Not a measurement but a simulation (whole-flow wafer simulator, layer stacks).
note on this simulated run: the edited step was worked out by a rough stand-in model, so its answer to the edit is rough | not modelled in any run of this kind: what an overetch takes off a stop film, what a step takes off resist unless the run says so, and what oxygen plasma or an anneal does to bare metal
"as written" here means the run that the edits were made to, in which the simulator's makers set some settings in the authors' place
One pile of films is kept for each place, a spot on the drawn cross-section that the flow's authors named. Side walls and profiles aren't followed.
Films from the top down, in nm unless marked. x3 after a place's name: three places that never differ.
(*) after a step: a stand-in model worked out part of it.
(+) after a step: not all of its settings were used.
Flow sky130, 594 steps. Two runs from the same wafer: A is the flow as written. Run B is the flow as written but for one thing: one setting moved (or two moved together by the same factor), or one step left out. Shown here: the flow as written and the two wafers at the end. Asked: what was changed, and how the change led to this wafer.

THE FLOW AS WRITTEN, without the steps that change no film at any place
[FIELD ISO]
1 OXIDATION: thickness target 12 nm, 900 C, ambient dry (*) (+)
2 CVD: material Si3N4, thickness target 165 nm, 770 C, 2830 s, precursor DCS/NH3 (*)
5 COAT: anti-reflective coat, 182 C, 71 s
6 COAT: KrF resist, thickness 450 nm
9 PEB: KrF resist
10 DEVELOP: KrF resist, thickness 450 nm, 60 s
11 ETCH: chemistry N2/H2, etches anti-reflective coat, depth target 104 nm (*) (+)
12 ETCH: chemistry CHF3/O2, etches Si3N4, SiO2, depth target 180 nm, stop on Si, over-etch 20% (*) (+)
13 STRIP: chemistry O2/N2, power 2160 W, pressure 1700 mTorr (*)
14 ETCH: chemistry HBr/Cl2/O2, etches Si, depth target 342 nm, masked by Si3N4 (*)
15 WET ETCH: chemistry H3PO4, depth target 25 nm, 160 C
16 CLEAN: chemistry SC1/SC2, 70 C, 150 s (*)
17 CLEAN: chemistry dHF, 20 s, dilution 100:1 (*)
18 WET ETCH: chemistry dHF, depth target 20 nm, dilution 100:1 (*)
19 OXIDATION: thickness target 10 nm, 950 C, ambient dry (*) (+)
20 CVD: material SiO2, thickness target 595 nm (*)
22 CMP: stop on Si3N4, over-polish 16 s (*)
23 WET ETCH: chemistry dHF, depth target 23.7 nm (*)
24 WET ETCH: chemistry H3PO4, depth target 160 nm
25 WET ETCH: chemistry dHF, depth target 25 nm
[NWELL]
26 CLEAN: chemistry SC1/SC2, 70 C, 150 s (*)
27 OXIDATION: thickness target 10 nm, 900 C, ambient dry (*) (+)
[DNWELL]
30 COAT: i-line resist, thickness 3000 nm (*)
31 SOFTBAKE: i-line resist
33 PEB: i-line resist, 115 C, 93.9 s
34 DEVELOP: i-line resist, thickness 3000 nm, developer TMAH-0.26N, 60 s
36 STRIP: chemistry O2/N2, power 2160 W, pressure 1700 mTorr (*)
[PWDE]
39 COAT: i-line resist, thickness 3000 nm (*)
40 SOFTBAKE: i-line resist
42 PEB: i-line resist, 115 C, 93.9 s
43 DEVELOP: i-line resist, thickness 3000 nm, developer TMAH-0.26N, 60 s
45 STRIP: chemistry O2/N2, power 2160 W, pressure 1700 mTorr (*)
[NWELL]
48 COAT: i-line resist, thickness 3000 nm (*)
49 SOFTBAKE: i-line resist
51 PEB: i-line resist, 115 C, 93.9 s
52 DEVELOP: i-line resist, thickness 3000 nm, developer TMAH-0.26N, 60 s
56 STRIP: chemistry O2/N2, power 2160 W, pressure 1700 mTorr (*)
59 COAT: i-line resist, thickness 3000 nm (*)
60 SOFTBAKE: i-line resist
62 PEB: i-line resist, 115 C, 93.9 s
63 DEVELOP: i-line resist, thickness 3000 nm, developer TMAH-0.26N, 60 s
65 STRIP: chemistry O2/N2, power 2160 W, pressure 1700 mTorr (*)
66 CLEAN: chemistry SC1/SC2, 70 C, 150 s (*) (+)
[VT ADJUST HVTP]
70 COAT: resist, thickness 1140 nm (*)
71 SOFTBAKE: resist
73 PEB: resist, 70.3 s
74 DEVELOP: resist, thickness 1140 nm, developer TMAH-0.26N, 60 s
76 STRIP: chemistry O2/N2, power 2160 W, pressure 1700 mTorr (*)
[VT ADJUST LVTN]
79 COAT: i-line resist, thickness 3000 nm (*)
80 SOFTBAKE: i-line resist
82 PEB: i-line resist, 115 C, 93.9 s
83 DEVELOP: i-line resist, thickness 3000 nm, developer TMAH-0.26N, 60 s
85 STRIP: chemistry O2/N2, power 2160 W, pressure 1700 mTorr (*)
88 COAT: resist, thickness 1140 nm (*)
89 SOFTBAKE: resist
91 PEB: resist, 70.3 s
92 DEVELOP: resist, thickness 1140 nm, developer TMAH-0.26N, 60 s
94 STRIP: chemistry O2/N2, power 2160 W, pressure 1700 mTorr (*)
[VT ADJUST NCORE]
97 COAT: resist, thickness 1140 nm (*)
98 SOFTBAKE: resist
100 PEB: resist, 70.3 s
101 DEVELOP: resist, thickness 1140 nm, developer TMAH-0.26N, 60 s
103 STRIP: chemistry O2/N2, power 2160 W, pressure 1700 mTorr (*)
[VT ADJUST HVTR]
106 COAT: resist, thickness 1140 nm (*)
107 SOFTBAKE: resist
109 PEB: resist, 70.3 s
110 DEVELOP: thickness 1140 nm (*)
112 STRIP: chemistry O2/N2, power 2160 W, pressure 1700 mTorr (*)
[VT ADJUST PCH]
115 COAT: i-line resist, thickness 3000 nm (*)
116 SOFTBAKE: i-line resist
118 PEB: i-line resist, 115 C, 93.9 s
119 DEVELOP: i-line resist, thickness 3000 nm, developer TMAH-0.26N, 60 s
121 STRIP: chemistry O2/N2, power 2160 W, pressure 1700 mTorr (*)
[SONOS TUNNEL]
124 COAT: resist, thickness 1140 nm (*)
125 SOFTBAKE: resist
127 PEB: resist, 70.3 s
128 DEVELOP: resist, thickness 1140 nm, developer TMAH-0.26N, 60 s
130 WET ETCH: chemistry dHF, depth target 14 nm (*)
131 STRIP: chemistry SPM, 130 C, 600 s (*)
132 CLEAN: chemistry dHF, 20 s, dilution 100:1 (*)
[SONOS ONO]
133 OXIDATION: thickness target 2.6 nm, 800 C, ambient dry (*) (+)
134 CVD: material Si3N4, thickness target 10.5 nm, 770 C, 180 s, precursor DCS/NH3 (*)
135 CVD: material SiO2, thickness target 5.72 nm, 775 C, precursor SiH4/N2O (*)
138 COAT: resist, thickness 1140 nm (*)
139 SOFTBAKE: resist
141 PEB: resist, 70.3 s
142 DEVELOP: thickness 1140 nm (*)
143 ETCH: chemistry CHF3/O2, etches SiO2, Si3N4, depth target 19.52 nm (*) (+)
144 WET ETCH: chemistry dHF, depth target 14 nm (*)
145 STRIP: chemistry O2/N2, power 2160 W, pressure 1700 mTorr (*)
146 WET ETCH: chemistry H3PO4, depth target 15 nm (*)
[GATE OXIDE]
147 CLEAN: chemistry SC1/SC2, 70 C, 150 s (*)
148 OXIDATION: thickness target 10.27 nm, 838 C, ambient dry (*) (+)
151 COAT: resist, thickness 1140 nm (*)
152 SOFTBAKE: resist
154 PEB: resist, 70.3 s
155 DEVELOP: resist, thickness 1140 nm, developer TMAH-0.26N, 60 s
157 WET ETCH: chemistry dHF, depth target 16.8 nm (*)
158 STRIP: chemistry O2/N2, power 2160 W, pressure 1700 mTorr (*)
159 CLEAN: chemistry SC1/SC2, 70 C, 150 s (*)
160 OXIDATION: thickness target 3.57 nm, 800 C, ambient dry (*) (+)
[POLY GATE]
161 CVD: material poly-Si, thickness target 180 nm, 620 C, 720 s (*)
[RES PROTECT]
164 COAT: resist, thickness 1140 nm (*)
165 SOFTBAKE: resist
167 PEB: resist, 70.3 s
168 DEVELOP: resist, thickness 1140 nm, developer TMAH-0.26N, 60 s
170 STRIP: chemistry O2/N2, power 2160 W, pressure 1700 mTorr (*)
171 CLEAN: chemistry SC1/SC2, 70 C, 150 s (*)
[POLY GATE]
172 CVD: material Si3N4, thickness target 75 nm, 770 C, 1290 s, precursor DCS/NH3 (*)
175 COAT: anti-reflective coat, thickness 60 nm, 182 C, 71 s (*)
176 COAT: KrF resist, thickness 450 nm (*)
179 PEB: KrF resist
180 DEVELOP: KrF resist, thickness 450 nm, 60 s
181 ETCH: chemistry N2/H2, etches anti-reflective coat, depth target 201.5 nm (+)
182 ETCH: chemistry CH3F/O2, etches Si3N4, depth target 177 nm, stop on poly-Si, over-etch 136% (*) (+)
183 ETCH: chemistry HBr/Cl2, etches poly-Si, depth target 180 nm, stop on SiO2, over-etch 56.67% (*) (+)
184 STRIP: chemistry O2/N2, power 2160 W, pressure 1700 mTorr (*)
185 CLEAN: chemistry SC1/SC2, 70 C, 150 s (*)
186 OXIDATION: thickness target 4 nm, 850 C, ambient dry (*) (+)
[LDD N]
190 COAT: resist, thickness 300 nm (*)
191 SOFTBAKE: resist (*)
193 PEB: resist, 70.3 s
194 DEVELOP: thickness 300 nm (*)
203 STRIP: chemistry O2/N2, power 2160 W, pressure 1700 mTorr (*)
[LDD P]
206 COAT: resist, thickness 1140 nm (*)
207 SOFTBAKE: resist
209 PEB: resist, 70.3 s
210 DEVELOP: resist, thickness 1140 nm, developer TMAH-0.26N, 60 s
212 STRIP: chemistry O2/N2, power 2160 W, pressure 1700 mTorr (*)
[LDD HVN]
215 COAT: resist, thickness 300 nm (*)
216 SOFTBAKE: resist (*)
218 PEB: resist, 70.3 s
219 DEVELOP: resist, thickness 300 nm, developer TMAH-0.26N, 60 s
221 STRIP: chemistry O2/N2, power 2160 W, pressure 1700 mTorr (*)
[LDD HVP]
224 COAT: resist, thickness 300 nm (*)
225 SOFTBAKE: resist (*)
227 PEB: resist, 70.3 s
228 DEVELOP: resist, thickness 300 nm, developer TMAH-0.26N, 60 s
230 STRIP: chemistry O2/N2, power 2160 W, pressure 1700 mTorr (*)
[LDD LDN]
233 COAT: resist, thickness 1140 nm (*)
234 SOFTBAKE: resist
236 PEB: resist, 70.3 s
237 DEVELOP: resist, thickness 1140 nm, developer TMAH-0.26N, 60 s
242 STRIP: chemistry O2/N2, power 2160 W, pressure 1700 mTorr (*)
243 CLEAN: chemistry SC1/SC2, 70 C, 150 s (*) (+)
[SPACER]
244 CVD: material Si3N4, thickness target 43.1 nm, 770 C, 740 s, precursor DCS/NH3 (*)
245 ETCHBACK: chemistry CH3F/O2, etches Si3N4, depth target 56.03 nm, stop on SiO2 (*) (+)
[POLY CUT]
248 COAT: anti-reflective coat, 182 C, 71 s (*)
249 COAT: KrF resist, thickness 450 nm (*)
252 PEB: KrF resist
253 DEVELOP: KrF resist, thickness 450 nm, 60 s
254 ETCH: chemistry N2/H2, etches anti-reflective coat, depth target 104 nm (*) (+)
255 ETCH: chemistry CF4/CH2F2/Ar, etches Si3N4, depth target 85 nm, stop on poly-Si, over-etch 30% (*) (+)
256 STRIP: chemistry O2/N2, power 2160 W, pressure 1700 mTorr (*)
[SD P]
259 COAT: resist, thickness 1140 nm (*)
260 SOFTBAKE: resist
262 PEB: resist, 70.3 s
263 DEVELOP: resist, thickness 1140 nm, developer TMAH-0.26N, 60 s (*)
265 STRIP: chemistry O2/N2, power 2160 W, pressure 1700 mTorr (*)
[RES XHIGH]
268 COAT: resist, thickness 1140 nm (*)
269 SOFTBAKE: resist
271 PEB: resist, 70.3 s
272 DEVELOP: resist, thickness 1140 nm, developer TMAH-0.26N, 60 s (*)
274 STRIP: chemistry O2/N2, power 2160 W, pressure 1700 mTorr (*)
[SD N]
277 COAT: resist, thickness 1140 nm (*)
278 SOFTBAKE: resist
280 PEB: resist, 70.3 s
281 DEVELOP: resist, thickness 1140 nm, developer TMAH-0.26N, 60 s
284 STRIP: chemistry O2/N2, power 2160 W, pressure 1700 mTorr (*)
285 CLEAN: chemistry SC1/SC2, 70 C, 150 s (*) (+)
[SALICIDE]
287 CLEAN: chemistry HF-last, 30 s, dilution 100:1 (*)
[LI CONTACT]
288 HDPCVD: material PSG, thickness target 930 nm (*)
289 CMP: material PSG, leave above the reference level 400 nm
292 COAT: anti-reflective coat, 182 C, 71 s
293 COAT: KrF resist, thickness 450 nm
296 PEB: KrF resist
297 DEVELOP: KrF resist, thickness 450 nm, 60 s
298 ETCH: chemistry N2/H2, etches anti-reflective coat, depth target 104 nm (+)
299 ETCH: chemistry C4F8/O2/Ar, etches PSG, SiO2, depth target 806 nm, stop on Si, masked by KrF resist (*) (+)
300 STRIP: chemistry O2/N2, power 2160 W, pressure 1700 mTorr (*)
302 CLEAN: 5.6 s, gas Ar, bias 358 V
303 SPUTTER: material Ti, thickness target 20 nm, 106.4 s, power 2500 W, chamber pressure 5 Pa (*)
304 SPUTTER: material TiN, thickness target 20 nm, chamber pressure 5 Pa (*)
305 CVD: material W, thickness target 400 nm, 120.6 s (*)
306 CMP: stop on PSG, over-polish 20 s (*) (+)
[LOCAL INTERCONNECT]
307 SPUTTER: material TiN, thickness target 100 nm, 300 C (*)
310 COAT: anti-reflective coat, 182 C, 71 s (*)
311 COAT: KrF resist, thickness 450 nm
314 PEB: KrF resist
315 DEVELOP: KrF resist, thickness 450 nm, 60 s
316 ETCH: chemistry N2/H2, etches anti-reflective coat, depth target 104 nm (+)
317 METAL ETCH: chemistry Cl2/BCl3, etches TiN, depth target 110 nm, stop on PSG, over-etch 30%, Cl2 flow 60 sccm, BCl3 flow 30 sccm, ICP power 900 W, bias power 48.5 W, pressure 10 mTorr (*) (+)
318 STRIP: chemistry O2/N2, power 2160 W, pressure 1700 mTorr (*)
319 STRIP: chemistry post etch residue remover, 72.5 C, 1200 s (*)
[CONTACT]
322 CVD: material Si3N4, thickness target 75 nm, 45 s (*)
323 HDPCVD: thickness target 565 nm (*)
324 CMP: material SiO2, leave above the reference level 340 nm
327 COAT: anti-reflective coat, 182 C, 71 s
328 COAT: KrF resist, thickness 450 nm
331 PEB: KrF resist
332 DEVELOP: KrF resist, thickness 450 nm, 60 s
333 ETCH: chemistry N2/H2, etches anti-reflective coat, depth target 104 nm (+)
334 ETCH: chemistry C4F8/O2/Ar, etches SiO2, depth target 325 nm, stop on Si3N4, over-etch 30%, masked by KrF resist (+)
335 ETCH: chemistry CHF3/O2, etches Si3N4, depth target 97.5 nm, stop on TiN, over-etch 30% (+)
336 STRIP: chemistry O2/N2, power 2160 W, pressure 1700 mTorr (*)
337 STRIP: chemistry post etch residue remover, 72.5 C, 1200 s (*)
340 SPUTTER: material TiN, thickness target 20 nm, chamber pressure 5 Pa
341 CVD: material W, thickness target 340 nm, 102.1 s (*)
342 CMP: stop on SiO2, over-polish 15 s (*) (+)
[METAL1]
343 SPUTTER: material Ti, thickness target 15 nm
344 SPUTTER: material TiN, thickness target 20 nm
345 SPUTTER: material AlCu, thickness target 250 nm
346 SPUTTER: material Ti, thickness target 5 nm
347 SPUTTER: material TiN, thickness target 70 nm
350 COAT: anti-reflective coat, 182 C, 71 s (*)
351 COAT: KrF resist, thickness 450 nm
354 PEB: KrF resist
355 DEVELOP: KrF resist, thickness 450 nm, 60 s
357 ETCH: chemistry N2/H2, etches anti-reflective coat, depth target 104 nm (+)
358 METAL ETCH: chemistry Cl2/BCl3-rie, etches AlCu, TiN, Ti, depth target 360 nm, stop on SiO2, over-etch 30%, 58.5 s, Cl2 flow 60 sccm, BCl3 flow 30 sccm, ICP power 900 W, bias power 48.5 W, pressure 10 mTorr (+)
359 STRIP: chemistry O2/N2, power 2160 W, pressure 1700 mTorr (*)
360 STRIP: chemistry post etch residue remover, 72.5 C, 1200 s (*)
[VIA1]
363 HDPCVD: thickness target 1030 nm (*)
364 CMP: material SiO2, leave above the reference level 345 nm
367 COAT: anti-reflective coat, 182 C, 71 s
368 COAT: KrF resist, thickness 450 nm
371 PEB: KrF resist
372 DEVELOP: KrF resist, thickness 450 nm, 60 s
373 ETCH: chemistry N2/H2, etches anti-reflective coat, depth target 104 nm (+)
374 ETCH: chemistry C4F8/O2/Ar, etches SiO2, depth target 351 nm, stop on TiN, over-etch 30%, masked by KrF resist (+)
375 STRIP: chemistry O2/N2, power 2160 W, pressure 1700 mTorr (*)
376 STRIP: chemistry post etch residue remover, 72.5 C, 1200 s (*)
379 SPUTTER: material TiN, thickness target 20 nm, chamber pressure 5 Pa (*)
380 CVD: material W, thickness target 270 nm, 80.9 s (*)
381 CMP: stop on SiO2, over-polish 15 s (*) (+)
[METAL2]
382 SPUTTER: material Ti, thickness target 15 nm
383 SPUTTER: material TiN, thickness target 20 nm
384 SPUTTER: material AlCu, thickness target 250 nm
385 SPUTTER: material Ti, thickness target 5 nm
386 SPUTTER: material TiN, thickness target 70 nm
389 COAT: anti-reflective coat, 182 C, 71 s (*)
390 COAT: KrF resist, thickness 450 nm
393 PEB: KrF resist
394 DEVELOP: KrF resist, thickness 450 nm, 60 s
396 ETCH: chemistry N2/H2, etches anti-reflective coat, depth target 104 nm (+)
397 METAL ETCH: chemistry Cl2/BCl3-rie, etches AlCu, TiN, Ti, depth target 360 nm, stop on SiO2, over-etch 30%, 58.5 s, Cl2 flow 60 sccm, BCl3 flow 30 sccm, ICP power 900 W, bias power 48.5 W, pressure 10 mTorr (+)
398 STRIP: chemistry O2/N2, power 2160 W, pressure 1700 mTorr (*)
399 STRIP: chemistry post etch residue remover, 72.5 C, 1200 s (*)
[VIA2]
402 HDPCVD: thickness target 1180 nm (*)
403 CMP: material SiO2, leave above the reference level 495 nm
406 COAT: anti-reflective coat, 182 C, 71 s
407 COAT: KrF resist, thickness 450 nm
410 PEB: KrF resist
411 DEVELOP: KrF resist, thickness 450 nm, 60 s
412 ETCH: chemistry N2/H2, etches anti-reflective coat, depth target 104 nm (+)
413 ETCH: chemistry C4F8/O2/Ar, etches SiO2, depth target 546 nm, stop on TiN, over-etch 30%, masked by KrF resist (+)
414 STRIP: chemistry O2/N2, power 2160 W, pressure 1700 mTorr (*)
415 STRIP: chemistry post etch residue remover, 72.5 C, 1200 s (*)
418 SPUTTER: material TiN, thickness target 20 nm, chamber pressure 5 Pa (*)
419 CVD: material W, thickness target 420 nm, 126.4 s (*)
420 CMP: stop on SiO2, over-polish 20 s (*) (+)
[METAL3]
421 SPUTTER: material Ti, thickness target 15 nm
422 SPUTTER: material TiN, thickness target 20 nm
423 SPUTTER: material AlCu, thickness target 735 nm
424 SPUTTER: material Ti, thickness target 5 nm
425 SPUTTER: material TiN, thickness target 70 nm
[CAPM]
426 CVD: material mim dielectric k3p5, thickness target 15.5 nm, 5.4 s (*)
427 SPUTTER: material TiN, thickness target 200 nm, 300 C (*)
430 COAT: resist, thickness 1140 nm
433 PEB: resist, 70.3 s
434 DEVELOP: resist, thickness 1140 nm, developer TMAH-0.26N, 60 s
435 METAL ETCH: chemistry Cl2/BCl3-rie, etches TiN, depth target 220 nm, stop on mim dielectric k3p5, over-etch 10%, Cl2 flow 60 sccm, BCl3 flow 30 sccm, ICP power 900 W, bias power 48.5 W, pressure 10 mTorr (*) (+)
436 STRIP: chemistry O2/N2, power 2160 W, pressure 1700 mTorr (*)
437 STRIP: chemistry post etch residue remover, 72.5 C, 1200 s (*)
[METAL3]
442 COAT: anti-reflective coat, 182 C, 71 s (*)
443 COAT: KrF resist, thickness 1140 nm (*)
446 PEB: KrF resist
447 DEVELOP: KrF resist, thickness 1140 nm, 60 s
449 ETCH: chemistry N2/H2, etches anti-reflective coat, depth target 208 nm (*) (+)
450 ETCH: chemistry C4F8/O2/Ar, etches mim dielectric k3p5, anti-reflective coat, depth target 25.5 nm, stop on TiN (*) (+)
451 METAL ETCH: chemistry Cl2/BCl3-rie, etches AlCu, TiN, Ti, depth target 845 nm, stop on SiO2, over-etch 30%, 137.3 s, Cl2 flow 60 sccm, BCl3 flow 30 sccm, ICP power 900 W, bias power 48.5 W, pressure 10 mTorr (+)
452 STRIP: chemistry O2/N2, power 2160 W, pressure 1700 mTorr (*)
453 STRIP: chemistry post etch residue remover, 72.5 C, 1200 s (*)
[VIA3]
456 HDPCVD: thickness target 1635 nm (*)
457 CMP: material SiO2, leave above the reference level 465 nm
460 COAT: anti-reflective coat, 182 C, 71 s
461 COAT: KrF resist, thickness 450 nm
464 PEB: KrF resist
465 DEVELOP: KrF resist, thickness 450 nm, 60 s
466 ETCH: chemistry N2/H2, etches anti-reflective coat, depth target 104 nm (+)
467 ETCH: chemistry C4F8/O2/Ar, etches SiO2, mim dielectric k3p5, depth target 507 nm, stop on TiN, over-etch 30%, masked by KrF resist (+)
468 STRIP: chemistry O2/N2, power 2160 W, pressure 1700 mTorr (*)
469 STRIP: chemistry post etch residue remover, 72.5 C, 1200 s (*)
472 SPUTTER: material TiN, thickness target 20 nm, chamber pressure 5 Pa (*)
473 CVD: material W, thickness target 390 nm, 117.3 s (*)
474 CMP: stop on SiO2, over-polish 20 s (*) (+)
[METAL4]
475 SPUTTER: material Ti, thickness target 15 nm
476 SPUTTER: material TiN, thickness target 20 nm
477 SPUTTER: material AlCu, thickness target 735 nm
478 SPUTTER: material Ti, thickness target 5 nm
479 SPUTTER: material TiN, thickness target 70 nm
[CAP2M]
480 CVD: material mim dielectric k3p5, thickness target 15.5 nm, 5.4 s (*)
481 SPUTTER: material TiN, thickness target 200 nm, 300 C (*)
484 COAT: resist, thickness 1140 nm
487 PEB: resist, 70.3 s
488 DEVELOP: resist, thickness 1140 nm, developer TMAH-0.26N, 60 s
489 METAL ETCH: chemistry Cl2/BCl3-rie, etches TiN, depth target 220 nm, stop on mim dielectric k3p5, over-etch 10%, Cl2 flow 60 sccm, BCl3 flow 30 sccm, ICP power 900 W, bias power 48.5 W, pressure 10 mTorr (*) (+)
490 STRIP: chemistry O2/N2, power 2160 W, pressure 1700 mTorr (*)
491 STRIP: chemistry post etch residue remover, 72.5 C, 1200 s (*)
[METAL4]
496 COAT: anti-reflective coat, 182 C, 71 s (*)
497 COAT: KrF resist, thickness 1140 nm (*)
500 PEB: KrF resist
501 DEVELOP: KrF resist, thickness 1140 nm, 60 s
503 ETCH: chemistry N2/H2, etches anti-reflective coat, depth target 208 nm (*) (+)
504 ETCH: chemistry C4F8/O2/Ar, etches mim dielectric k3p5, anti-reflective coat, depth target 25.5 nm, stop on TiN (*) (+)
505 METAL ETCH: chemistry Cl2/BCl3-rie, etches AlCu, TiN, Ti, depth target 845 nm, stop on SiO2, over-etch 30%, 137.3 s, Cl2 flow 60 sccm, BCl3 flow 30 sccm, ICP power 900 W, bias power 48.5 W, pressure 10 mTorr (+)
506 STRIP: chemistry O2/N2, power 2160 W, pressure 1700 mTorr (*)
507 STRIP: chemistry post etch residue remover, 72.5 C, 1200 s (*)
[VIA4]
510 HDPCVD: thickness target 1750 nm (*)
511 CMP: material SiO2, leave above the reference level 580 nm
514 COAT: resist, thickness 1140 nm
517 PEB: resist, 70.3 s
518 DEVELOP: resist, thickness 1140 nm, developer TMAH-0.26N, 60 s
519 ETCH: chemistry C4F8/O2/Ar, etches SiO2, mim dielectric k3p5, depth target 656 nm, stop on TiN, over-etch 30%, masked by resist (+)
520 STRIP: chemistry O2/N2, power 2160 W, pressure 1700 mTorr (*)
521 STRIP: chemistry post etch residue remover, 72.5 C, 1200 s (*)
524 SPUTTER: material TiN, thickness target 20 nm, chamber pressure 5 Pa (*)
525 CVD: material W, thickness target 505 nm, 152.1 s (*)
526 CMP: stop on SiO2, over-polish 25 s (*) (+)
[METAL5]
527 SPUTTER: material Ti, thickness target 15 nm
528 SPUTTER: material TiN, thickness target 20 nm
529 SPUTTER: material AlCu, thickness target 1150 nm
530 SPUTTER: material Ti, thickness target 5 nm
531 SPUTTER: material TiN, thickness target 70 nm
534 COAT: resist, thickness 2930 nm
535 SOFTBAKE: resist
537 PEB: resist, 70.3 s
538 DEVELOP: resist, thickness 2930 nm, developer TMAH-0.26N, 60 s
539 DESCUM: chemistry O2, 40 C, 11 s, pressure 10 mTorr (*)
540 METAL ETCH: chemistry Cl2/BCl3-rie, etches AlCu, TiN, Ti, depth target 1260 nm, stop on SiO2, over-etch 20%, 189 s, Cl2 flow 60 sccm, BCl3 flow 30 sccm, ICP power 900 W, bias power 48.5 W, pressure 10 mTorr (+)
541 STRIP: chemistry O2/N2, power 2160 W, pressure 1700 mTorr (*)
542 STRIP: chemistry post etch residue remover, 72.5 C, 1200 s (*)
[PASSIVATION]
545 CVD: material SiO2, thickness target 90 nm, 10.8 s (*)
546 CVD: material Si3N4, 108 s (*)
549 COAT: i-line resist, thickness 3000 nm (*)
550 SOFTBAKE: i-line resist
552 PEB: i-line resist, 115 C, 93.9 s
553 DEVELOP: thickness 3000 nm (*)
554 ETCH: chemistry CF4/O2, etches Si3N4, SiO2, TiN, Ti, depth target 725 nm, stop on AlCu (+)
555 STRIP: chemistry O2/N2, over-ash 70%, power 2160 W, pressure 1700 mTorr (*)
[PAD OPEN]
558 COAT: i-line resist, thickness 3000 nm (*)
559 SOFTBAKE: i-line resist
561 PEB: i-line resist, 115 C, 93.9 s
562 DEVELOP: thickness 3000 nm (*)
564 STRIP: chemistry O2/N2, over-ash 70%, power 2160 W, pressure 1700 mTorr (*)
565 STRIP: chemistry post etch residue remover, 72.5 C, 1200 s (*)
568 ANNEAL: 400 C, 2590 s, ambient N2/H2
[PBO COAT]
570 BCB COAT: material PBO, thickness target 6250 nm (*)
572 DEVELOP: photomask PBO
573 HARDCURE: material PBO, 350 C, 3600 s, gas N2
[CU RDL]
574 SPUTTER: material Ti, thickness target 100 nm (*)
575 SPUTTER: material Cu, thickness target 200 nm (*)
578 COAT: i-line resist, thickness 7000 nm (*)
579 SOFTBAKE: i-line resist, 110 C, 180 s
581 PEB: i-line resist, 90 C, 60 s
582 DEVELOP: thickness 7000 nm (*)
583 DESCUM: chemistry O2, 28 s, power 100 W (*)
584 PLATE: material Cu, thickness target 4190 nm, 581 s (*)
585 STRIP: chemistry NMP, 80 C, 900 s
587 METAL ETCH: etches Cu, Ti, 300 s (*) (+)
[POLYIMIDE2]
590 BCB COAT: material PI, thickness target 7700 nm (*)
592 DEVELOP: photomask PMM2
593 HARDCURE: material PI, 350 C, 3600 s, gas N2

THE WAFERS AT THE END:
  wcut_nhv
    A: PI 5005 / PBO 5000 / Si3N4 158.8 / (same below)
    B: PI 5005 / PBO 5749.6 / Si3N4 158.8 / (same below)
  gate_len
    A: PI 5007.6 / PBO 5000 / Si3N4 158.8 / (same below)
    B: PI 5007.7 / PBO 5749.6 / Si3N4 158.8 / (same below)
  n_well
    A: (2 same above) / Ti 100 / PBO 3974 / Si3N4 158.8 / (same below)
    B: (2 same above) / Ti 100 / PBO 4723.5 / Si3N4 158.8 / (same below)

The cause: step 570, BCB COAT: thickness target 7187 nm was run, where the flow has thickness target 6250 nm.

How the change led to this, step by step:
  570 BCB COAT: material PBO, thickness target 6250 nm (*)
      dice_street, vpp_sp, vpp_ln and 71 more: A PBO +6250 (new film) | B PBO +7187 (new film)
      gate_p_lvt_sd, iso_guard_nw, gate_hv_sd, gate_p_g5v0_sd, active_p_g5v0, spacer_p_g5v0, field_nw_hv: A PBO +6254.1 (new film) | B PBO +7190.7 (new film)
      (and at 112 more places)
  572 DEVELOP: photomask PBO
      pad: A PBO -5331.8 (all of it) | B PBO -6268.6 (all of it)
  573 HARDCURE: material PBO, 350 C, 3600 s, gas N2
      dice_street, vpp_sp, vpp_ln and 71 more: A PBO -1250 | B PBO -1437.4
      field, active, spacer, gate_lvt_sd, active_lvt, spacer_lvt: A PBO -1251 | B PBO -1438.4
      (and at 112 more places)
  578 COAT: i-line resist, thickness 7000 nm (*)
      pad: A i-line resist +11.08 um (new film) | B i-line resist +11.83 um (new film)
  579 SOFTBAKE: i-line resist, 110 C, 180 s
      gate_p_g5v0, iso_guard_hv_nw: A i-line resist +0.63 | B i-line resist -0.12
      iso_guard: A i-line resist +0.37 | B i-line resist -0.33
      (and at 57 more places)
  582 DEVELOP: thickness 7000 nm (*)
      pad: A i-line resist -11.08 um (all of it) | B i-line resist -11.83 um (all of it)
  590 BCB COAT: material PI, thickness target 7700 nm (*)
      pad: A PI +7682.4 (new film) | B PI +8431.9 (new film)
  592 DEVELOP: photomask PMM2
      pad: A PI -7682.4 (all of it) | B PI -8431.9 (all of it)
